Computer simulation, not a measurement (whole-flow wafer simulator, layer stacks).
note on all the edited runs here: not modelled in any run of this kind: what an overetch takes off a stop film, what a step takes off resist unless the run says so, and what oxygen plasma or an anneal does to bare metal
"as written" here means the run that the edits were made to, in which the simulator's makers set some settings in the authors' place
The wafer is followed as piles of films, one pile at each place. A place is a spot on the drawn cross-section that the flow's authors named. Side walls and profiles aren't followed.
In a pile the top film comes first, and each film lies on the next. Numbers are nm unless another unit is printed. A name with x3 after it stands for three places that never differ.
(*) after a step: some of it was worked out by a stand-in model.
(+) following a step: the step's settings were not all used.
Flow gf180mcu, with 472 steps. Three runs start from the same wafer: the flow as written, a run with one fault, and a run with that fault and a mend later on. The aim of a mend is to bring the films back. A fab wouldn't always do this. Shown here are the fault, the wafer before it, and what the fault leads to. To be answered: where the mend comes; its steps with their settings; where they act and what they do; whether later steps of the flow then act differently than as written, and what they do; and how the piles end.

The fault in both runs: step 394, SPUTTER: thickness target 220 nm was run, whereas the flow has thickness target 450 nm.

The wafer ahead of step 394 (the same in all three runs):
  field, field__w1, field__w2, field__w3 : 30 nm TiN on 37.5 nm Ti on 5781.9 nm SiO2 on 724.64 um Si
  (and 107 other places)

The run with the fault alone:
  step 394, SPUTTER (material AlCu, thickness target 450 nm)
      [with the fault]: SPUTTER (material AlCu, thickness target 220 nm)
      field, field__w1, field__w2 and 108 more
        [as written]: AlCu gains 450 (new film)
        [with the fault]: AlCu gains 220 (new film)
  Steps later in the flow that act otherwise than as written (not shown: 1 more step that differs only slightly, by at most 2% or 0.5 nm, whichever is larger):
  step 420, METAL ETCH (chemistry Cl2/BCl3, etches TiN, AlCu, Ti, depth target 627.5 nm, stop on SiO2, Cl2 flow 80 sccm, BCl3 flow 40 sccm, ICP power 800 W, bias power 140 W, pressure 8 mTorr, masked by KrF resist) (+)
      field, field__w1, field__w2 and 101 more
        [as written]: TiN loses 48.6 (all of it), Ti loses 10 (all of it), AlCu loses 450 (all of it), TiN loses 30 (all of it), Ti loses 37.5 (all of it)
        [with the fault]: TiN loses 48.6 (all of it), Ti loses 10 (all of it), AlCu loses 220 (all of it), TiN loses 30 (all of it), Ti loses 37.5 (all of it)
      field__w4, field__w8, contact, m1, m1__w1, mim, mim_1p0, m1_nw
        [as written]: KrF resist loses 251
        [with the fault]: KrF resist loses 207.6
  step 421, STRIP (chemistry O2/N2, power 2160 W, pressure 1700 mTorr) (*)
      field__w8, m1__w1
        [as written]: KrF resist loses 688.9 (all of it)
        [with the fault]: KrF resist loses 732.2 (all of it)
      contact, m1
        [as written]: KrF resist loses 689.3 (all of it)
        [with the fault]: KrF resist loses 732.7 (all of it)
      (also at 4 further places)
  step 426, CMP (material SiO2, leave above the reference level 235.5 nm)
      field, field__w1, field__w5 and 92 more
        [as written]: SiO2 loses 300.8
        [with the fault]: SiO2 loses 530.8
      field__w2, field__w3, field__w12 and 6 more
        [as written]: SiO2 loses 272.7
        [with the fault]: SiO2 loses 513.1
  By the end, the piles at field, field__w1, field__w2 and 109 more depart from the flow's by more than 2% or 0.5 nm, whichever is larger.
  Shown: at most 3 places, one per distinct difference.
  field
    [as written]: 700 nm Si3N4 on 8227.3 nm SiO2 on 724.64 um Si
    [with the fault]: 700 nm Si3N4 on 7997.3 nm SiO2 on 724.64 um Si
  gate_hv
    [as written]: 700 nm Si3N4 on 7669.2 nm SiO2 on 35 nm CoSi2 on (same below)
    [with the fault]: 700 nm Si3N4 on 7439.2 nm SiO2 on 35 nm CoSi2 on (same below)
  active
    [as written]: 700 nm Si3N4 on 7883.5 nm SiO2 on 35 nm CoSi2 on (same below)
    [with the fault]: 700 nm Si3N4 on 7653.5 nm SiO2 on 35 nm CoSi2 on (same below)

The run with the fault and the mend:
  The mend stands after step 394.
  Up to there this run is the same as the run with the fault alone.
  step 394a, SPUTTER (material AlCu, thickness target 230 nm) (the flow's step 394 again, with other settings)
      field, field__w1, field__w2 and 108 more
        AlCu gains 230
  Later steps of the flow that are run all act as written at every place that is followed.
  At every place that both follow, the piles at the end match the flow's.
